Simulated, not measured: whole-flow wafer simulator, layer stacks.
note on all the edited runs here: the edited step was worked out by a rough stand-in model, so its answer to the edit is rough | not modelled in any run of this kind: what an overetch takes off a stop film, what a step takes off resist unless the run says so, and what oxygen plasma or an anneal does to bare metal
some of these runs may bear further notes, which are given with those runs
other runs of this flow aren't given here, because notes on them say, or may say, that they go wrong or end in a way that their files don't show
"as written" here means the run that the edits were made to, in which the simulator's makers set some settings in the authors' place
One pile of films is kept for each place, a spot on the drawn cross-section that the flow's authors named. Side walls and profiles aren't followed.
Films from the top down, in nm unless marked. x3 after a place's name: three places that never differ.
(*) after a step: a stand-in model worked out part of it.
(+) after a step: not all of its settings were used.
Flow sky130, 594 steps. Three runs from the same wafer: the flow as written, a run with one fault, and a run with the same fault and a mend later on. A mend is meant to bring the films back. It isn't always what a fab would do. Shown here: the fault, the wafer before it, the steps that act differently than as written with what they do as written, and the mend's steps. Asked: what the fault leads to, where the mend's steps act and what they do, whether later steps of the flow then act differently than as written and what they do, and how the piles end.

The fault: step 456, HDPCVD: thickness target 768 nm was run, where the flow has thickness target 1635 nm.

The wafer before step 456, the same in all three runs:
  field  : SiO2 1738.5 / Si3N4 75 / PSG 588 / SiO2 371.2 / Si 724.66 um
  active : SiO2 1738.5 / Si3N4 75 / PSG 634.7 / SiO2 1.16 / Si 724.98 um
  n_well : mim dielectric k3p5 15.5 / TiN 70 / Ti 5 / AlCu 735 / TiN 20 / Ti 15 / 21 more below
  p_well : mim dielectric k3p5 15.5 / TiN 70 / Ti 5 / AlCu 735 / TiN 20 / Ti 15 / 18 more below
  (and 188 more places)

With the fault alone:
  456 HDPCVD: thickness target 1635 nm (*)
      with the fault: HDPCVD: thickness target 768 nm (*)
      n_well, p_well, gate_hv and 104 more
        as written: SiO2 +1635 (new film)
        with the fault: SiO2 +768 (new film)
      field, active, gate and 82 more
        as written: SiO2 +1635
        with the fault: SiO2 +768
  Later steps of the flow that act differently than as written (27 more steps differ only slightly, by at most 2% or 0.5 nm, whichever is larger, and aren't shown):
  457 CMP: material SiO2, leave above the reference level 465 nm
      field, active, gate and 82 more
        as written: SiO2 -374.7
        with the fault: nothing
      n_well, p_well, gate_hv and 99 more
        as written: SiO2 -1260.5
        with the fault: SiO2 -393.5
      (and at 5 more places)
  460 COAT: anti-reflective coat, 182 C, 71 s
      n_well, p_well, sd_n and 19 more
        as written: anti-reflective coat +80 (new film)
        with the fault: anti-reflective coat +3 (new film)
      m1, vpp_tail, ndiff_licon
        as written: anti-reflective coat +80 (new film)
        with the fault: anti-reflective coat +3.03 (new film)
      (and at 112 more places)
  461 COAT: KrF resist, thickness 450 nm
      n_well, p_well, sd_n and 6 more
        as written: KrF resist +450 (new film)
        with the fault: KrF resist +22.7 (new film)
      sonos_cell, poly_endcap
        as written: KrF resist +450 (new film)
        with the fault: KrF resist +494.7 (new film)
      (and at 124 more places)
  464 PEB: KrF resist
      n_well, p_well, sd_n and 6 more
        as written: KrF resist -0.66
        with the fault: nothing
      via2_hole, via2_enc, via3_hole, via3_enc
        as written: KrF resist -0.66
        with the fault: KrF resist -0.15
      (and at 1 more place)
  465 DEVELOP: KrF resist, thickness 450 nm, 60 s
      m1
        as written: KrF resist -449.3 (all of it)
        with the fault: KrF resist -237.8 (all of it)
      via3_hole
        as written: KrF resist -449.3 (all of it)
        with the fault: KrF resist -120.2 (all of it)
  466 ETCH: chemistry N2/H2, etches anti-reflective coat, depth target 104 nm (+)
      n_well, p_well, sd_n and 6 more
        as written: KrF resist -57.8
        with the fault: KrF resist -8.97 (all of it), anti-reflective coat -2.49
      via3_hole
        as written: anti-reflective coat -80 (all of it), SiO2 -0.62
        with the fault: anti-reflective coat -18.6 (all of it)
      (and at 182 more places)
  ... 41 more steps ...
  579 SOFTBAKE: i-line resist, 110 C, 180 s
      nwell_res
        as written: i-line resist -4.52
        with the fault: i-line resist -4
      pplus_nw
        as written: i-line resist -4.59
        with the fault: i-line resist -4.06
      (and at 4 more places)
  At the end the piles differ from the flow's by more than 2% or 0.5 nm, whichever is larger, at field, active, gate and 84 more.
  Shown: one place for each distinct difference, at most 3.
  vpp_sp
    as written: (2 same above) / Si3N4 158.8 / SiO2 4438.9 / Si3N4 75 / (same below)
    with the fault: (2 same above) / Si3N4 158.8 / SiO2 1528.6 / W 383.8 / TiN 20 / SiO2 2506.5 / Si3N4 75 / (same below)
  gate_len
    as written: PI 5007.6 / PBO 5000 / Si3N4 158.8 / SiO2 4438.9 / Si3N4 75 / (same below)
    with the fault: PI 5007.4 / PBO 5000 / Si3N4 158.8 / SiO2 1528.6 / W 383.8 / TiN 20 / SiO2 2506.5 / Si3N4 75 / (same below)
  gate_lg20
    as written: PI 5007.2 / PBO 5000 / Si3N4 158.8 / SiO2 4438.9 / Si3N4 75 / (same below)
    with the fault: PI 5007 / PBO 5000 / Si3N4 158.8 / SiO2 1528.6 / W 383.8 / TiN 20 / SiO2 2506.5 / Si3N4 75 / (same below)

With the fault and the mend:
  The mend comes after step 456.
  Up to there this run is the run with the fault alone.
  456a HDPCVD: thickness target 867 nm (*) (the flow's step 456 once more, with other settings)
      field, active, n_well and 189 more
        SiO2 +867
  No later step of the flow acts differently than as written at any place that is followed.
  At the end the piles are the same as the flow's at every place that both follow.
